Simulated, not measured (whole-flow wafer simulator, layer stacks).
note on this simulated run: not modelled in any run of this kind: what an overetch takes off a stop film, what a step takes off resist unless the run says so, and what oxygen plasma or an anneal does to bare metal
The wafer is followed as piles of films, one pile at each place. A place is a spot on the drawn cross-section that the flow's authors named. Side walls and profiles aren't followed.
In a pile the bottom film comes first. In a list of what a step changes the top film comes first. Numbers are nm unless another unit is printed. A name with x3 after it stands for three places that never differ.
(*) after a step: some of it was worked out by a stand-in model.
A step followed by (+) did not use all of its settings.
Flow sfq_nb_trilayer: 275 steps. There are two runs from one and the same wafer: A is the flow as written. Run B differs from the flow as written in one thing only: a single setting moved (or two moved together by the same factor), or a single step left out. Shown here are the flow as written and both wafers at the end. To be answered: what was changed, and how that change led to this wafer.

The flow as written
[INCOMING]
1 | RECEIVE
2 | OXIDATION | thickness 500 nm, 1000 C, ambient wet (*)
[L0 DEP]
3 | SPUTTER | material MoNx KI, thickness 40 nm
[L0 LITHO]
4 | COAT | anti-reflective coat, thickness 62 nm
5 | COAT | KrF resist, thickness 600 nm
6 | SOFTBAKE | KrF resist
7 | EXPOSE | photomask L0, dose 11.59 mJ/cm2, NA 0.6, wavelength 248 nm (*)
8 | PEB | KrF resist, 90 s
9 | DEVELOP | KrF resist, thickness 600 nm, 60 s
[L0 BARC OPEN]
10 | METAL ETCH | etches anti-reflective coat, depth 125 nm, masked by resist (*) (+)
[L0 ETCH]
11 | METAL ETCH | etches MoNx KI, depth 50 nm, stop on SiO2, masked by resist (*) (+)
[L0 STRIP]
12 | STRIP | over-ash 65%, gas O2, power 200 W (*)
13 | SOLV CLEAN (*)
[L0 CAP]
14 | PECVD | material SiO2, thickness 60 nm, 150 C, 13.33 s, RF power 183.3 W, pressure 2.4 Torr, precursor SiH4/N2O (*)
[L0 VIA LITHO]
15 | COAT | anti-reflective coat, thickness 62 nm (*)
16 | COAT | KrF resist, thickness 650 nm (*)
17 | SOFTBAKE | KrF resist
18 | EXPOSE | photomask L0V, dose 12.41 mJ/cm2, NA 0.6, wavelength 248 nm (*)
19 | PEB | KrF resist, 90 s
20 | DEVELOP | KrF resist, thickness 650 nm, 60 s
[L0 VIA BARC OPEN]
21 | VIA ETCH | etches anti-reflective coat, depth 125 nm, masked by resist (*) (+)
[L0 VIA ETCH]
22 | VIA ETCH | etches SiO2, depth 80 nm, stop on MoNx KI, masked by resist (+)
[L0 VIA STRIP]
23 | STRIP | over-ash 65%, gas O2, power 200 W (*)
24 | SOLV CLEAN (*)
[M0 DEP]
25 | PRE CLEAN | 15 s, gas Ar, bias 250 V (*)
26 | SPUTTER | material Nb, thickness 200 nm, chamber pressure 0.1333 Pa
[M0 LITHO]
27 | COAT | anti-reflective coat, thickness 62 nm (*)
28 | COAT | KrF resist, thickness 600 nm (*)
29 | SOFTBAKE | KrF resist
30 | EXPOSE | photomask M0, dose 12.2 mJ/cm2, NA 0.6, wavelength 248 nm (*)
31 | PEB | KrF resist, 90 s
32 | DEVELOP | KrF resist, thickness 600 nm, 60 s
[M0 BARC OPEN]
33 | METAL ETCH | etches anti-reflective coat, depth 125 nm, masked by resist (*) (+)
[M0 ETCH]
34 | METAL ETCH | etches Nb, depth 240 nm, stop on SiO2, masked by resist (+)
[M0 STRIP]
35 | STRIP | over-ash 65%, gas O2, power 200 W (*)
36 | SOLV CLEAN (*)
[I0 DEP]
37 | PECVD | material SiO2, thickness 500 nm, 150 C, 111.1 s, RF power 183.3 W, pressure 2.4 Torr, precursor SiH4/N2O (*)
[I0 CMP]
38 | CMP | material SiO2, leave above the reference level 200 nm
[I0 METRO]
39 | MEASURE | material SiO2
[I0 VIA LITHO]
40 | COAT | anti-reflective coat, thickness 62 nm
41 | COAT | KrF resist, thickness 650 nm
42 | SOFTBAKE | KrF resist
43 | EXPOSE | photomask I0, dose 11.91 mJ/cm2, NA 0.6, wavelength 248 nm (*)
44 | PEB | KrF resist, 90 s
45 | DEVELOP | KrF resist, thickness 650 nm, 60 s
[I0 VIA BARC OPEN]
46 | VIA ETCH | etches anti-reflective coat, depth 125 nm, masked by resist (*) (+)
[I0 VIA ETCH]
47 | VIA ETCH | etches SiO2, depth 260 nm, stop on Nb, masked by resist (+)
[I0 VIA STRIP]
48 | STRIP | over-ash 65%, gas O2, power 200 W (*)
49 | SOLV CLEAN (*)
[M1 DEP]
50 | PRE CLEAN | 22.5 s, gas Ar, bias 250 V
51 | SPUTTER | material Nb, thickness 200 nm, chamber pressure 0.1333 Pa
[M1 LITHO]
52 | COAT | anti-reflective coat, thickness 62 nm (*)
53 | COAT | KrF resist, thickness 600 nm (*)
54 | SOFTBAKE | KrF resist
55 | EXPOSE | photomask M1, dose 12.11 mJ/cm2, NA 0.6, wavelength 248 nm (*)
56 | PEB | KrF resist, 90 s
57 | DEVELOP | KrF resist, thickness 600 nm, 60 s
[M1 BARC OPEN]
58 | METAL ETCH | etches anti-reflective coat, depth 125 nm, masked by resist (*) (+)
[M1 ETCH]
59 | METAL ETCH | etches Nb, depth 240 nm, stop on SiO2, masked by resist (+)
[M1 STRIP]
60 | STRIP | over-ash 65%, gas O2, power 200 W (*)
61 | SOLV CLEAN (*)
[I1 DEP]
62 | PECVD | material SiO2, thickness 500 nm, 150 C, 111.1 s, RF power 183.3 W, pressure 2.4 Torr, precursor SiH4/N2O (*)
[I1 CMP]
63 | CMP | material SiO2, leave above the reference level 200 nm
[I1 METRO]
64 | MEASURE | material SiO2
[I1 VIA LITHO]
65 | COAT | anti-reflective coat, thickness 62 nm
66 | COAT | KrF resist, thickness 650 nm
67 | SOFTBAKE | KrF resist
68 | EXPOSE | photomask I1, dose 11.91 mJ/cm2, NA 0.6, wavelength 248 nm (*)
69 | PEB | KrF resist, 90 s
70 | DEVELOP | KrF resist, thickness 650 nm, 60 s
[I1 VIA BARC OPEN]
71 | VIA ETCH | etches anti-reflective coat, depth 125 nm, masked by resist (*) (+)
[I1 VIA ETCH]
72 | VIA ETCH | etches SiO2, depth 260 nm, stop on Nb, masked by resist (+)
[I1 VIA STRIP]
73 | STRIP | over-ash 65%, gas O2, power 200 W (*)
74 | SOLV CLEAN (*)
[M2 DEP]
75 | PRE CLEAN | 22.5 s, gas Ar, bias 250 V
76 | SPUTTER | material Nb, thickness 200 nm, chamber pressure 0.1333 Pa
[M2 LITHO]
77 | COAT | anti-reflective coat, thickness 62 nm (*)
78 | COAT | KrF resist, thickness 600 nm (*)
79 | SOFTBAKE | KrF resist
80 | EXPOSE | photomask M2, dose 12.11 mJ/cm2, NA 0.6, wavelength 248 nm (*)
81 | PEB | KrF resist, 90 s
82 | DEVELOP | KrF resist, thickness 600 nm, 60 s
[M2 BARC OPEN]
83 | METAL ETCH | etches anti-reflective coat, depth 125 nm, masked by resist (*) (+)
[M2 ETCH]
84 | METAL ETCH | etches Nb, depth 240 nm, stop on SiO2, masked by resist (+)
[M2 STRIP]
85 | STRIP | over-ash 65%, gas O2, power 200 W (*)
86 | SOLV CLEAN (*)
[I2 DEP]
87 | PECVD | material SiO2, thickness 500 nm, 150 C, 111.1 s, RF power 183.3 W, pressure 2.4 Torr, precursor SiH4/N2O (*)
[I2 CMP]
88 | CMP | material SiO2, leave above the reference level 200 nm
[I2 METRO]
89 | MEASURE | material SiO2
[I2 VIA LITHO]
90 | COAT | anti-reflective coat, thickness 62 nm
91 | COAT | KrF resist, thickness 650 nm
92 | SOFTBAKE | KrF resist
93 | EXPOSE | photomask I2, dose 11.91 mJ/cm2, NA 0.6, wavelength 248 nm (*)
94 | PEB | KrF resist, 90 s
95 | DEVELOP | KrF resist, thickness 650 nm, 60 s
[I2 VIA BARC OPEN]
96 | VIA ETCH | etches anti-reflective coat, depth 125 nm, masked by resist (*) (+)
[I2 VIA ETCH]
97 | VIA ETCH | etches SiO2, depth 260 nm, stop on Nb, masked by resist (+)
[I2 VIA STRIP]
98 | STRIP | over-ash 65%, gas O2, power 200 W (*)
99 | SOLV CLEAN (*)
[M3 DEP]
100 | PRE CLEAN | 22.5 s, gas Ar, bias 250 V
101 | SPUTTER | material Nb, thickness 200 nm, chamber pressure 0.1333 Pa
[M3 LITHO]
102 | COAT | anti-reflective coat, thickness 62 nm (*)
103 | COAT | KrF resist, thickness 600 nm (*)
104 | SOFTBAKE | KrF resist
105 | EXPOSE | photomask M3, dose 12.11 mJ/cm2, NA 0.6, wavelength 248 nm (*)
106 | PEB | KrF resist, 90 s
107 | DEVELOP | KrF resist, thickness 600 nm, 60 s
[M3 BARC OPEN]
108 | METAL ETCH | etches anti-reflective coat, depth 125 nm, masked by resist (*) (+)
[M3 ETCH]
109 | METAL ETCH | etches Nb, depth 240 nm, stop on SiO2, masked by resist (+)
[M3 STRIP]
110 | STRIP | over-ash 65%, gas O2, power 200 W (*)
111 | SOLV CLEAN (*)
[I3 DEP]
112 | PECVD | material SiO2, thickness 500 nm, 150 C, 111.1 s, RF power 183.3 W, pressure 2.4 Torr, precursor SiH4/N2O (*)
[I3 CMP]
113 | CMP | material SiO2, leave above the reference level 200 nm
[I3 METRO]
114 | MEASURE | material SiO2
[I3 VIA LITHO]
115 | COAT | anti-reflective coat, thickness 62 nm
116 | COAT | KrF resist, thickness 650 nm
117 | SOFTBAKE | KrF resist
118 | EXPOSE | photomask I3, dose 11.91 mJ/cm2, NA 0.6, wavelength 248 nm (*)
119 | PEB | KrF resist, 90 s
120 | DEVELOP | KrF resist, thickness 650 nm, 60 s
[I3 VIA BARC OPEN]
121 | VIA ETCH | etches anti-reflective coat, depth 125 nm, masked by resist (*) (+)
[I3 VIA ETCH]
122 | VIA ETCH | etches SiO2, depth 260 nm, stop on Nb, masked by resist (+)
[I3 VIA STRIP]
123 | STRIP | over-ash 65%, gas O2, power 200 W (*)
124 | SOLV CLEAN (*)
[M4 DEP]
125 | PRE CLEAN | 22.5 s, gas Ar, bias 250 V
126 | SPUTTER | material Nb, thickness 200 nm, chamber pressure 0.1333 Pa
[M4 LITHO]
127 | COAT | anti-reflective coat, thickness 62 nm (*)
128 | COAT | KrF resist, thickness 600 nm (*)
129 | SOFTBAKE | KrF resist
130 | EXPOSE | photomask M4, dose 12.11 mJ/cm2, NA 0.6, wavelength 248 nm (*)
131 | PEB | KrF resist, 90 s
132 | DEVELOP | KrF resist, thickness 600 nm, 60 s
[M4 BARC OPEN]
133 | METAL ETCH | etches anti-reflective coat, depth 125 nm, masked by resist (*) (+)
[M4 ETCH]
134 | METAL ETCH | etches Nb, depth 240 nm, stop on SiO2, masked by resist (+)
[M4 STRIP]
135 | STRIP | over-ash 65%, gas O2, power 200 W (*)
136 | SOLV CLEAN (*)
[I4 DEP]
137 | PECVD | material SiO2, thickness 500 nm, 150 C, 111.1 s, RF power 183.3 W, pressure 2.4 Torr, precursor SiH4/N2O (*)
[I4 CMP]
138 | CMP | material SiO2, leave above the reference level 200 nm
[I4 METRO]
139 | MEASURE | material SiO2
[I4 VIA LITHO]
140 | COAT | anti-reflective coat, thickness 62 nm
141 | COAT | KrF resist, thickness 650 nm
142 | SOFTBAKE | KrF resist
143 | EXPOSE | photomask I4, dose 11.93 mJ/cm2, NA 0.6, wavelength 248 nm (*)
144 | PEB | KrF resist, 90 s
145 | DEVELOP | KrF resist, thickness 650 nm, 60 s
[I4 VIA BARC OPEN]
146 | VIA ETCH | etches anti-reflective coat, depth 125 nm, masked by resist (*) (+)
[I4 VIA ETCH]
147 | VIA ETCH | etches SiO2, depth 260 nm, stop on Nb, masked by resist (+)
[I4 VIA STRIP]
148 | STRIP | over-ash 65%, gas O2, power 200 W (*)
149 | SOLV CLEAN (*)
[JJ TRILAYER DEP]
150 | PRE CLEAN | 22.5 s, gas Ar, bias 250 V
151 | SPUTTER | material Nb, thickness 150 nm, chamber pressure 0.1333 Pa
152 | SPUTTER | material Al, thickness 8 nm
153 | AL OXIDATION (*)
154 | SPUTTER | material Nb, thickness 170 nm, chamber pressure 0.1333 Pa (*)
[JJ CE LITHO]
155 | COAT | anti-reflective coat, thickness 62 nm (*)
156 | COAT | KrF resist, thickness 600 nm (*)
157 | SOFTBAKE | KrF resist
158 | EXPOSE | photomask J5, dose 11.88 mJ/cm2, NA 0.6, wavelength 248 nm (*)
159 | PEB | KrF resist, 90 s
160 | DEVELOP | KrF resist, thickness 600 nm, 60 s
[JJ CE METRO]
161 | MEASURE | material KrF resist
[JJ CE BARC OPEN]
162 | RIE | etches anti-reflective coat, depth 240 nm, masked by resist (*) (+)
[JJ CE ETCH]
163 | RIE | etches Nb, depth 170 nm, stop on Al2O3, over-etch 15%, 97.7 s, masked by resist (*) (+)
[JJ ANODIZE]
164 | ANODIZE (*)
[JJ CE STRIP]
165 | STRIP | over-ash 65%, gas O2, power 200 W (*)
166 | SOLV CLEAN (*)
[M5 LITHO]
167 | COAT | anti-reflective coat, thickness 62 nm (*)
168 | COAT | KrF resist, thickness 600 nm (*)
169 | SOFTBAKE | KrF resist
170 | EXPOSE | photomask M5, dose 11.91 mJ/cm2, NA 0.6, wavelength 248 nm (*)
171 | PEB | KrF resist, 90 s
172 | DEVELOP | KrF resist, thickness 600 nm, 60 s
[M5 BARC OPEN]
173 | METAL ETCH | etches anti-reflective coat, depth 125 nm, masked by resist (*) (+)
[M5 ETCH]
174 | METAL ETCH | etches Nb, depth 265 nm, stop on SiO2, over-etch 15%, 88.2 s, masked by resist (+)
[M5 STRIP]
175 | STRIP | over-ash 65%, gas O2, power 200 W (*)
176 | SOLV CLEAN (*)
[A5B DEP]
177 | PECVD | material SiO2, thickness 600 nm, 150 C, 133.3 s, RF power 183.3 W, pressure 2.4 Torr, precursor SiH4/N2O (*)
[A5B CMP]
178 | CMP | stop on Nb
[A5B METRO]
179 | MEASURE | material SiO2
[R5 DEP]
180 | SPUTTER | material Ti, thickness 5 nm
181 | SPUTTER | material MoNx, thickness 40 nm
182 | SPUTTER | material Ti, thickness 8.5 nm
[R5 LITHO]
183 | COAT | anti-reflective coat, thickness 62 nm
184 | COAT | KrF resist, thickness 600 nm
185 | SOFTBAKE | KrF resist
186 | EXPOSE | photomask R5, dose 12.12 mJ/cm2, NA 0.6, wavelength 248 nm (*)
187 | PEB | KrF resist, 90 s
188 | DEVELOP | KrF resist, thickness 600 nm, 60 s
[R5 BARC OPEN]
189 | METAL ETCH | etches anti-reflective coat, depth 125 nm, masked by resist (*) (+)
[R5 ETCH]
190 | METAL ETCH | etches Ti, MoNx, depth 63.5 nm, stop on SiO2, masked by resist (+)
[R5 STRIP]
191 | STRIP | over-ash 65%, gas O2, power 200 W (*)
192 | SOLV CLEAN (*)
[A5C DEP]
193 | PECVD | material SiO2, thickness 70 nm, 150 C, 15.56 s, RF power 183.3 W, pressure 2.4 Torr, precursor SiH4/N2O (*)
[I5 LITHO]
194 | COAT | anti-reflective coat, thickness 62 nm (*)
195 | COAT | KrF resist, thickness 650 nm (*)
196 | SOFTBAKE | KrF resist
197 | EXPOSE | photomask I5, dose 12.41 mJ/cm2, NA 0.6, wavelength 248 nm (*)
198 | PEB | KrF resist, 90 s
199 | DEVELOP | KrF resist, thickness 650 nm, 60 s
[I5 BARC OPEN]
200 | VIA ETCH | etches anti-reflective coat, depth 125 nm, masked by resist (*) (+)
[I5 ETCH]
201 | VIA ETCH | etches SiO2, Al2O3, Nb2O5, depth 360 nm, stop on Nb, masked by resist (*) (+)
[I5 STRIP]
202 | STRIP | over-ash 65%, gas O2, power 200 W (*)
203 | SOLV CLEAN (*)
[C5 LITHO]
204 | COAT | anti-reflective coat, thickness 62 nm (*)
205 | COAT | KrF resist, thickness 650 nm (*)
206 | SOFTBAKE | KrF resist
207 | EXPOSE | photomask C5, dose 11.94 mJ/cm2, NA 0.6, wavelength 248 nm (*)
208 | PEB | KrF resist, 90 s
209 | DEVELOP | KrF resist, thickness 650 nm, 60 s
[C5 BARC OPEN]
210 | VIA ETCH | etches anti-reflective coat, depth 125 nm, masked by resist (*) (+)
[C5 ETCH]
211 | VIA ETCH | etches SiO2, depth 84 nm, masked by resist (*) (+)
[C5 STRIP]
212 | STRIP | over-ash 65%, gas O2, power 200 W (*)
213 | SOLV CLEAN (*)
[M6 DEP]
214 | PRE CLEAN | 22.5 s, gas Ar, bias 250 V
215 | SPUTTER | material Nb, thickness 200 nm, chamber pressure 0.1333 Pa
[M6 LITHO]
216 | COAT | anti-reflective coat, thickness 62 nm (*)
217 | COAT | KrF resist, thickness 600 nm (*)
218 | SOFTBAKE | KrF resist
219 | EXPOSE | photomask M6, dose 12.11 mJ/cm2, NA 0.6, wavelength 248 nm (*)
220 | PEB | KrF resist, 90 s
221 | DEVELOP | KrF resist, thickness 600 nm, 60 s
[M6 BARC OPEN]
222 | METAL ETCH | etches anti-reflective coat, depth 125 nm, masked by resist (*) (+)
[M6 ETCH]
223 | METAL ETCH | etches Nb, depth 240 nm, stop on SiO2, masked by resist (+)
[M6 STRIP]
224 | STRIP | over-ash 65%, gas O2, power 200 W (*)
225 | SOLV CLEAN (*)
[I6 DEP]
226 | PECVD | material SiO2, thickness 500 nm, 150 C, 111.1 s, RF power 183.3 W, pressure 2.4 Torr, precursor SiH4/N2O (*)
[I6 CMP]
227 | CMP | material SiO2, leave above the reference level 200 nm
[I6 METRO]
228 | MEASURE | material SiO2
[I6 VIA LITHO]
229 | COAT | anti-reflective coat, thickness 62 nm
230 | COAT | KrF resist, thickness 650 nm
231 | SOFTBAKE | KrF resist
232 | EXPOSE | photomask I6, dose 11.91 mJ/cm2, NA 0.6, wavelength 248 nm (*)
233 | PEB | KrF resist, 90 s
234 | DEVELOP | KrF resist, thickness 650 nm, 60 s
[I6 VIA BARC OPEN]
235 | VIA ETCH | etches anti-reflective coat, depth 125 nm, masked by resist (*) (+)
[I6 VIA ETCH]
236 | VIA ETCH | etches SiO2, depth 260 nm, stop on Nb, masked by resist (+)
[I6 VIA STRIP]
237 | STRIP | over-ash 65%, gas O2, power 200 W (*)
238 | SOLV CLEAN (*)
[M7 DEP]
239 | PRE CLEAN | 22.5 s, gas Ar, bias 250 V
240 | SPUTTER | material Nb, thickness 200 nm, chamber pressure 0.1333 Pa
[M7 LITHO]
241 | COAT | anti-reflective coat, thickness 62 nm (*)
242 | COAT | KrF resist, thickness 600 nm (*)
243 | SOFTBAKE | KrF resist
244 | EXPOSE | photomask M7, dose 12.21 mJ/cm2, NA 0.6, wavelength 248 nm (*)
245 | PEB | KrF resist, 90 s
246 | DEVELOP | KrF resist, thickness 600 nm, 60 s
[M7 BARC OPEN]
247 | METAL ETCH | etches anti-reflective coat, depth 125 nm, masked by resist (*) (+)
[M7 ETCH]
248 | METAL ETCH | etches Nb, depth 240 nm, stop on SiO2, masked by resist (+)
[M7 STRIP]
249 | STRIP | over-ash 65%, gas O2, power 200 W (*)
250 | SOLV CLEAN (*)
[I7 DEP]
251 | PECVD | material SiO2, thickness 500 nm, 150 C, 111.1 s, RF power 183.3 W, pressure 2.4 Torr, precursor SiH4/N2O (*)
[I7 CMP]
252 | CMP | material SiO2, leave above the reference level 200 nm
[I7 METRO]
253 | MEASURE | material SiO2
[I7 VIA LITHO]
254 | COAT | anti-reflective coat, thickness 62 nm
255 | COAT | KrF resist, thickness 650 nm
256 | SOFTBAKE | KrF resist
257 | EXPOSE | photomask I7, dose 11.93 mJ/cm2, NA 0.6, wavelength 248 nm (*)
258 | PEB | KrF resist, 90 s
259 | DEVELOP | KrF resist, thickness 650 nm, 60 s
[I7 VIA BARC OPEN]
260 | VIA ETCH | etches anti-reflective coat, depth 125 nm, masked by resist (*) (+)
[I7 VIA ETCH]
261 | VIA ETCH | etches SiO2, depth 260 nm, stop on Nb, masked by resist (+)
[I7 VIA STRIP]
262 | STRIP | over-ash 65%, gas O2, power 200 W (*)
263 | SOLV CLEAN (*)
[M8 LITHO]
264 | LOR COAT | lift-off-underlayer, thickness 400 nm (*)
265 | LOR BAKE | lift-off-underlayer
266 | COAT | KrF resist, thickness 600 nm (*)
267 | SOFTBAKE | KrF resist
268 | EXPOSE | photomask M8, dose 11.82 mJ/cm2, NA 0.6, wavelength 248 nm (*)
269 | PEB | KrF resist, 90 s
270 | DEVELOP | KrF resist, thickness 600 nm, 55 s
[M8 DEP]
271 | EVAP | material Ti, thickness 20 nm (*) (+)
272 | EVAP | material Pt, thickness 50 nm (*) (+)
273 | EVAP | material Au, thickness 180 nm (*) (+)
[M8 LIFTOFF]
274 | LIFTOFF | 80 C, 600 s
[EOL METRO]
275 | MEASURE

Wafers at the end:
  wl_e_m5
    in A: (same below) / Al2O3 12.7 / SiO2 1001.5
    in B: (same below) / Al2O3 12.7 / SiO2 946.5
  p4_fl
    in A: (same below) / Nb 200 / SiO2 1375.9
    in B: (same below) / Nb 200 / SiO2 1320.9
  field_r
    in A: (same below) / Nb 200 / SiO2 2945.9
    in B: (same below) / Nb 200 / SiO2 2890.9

Cause: step 240, SPUTTER: thickness 145 nm was run, while the flow as written has thickness 200 nm.

The path from the change to this, step by step:
  240 | SPUTTER | material Nb, thickness 200 nm, chamber pressure 0.1333 Pa
      field_l, v_sur, via_wl and 102 more: A +200 Nb (new film) | B +145 Nb (new film)
      via_v: A +161.1 Nb | B +116.7 Nb
  241 | COAT | anti-reflective coat, thickness 62 nm (*)
      via_v: A +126 anti-reflective coat (new film) | B +122.9 anti-reflective coat (new film)
  248 | METAL ETCH | etches Nb, depth 240 nm, stop on SiO2, masked by resist (+)
      field_l, field_r, lsp_l and 62 more: A -200 Nb (all of it) | B -145 Nb (all of it)
      v_sur, via_wl, via_w and 38 more: A -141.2 KrF resist | B -127.9 KrF resist
  249 | STRIP | over-ash 65%, gas O2, power 200 W (*)
      wl_j_sl, wl_jj, wl_j_sr and 14 more: A -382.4 KrF resist (all of it), -62 anti-reflective coat (all of it) | B -395.6 KrF resist (all of it), -62 anti-reflective coat (all of it)
      ln_m5, lsp_m, ln_m6, lsp_r: A -381.9 KrF resist (all of it), -61.8 anti-reflective coat (all of it) | B -395.2 KrF resist (all of it), -61.8 anti-reflective coat (all of it)
      (as well as at 20 more places)
  251 | PECVD | material SiO2, thickness 500 nm, 150 C, 111.1 s, RF power 183.3 W, pressure 2.4 Torr, precursor SiH4/N2O (*)
      m7r_space_l, m7r_space_r: A +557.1 SiO2 | B +502.1 SiO2
      via_v: A +621 SiO2 (new film) | B +604.6 SiO2 (new film)
  252 | CMP | material SiO2, leave above the reference level 200 nm
      field_l, p4_fl, p4_fm and 56 more: A -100 SiO2 | B -155 SiO2
      field_r, lsp_l: A -77.7 SiO2 | B -138.8 SiO2
      (as well as at 3 more places)
